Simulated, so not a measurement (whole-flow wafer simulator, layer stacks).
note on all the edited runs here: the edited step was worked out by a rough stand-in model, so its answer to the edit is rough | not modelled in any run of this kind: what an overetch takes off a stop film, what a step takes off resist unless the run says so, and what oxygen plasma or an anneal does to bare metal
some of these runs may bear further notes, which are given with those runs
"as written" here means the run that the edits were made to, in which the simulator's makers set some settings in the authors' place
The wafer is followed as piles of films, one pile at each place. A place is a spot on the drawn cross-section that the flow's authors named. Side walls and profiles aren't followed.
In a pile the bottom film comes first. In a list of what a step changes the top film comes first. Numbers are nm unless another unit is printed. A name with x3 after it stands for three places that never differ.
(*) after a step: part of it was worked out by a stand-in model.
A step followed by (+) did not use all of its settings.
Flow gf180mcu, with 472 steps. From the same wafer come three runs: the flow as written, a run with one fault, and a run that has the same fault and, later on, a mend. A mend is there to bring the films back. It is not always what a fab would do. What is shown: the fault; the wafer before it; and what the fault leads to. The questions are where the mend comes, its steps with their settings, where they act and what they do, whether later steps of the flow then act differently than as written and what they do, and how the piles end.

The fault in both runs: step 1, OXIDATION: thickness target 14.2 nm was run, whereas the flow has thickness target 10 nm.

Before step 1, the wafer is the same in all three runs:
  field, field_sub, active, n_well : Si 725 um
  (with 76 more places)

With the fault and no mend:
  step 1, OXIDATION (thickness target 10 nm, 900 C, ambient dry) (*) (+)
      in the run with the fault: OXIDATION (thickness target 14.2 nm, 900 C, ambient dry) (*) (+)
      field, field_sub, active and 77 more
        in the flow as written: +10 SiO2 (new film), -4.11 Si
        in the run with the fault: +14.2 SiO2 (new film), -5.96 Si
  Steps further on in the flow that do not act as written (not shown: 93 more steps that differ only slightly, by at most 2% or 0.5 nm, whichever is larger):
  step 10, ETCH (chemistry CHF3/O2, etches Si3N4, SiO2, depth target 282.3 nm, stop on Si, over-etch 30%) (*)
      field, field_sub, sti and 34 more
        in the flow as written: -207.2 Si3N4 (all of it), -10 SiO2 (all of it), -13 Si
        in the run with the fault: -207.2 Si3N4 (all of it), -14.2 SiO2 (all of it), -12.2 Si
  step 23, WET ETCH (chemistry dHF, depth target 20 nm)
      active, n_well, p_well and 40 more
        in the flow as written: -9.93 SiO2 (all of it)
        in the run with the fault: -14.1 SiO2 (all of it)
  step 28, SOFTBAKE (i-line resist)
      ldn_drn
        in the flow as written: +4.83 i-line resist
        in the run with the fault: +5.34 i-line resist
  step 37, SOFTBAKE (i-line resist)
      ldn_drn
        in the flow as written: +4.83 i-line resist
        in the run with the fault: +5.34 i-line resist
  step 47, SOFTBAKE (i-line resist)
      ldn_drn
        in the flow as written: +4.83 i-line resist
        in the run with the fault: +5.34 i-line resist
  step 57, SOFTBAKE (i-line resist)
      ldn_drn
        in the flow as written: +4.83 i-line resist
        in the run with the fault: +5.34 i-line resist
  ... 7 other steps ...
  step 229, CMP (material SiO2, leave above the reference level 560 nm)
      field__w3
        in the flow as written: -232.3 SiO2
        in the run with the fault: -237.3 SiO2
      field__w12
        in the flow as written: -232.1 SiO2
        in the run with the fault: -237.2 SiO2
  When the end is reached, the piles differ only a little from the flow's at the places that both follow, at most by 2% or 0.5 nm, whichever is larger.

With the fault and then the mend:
  The mend stands after step 1.
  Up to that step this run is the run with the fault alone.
  step 1a, WET ETCH (chemistry dHF, depth target 4.2 nm, 25 C, dilution 100:1)
      field, field_sub, active and 77 more
        -4.2 SiO2
  Later steps of the flow that are run all act as written at every place that is followed.
  When the end is reached, the piles differ only a little from the flow's at the places that both follow, at most by 2% or 0.5 nm, whichever is larger.
